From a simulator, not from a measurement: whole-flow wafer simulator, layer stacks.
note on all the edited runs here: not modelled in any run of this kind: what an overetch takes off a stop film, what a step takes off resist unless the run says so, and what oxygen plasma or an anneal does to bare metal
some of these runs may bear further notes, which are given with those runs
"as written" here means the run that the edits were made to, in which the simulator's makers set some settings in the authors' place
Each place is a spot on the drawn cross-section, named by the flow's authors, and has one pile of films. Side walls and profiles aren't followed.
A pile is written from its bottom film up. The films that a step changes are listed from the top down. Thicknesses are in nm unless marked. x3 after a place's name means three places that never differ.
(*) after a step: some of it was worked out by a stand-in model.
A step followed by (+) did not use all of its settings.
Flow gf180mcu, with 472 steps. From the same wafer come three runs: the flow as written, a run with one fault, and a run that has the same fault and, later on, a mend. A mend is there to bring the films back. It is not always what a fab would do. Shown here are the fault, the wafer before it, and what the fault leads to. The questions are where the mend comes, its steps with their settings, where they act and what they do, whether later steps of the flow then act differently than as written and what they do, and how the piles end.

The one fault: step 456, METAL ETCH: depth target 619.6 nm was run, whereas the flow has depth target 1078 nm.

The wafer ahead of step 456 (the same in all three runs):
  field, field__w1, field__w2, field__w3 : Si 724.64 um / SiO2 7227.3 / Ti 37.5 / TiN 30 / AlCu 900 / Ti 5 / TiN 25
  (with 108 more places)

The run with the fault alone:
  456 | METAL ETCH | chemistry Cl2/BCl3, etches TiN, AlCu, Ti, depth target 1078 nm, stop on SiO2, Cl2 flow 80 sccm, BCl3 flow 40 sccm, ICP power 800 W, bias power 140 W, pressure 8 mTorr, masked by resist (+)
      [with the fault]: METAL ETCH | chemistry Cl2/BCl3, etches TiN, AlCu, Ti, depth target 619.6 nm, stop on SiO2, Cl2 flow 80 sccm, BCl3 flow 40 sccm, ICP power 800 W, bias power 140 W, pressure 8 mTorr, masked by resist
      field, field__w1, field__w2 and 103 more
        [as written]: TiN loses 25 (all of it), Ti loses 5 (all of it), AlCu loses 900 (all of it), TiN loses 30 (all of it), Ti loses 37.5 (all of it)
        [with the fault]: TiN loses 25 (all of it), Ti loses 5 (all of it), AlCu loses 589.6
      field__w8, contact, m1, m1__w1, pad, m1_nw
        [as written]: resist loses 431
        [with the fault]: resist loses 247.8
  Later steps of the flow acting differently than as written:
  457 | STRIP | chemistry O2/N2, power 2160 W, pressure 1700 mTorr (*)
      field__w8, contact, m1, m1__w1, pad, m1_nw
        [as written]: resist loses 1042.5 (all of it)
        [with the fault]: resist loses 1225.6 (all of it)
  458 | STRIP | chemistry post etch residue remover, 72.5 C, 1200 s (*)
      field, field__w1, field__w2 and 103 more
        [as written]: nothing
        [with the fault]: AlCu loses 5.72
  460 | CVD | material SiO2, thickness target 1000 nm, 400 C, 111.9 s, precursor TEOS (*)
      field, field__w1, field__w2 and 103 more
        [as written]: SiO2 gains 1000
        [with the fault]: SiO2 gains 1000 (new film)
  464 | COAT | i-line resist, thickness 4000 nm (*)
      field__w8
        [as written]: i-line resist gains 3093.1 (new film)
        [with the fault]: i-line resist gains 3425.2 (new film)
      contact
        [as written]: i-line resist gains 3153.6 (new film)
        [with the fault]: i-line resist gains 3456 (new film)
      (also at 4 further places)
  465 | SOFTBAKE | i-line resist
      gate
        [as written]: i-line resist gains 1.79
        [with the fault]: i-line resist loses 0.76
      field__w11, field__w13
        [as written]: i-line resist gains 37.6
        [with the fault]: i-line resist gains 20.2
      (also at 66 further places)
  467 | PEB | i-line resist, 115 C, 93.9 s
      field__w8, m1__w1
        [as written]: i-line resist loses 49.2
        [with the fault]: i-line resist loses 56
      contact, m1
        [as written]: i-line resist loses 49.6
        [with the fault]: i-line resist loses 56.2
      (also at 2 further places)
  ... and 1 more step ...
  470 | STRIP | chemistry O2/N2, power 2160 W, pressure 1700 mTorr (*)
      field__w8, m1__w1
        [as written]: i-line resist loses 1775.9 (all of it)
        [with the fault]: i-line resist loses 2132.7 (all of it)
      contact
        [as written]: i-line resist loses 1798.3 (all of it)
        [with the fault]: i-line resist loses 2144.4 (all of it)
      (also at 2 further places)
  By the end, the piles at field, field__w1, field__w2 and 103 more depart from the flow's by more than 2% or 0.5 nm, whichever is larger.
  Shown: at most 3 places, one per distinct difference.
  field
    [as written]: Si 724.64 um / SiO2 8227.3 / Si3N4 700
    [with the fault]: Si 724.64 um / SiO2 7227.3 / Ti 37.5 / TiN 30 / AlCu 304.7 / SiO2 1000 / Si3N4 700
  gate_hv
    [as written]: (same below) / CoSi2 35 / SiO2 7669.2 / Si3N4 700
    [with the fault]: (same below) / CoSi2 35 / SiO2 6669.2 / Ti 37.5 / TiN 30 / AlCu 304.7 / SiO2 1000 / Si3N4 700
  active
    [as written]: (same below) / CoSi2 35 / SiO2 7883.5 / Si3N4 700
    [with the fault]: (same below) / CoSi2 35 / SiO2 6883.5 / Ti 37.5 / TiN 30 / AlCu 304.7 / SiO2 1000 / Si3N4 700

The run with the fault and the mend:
  The mend stands after step 456.
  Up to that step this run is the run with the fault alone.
  456a | METAL ETCH | chemistry Cl2/BCl3, etches TiN, AlCu, Ti, depth target 457.9 nm, stop on SiO2, Cl2 flow 80 sccm, BCl3 flow 40 sccm, ICP power 800 W, bias power 140 W, pressure 8 mTorr, masked by resist (+) (the flow's step 456 again, with other settings)
      field, field__w1, field__w2 and 103 more
        AlCu loses 310.4 (all of it), TiN loses 30 (all of it), Ti loses 37.5 (all of it)
      field__w8, contact, m1, m1__w1, pad, m1_nw
        resist loses 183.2
  Every later step of the flow that is run acts as written at every place that is followed.
  The piles end the same as the flow's at every place that both follow.
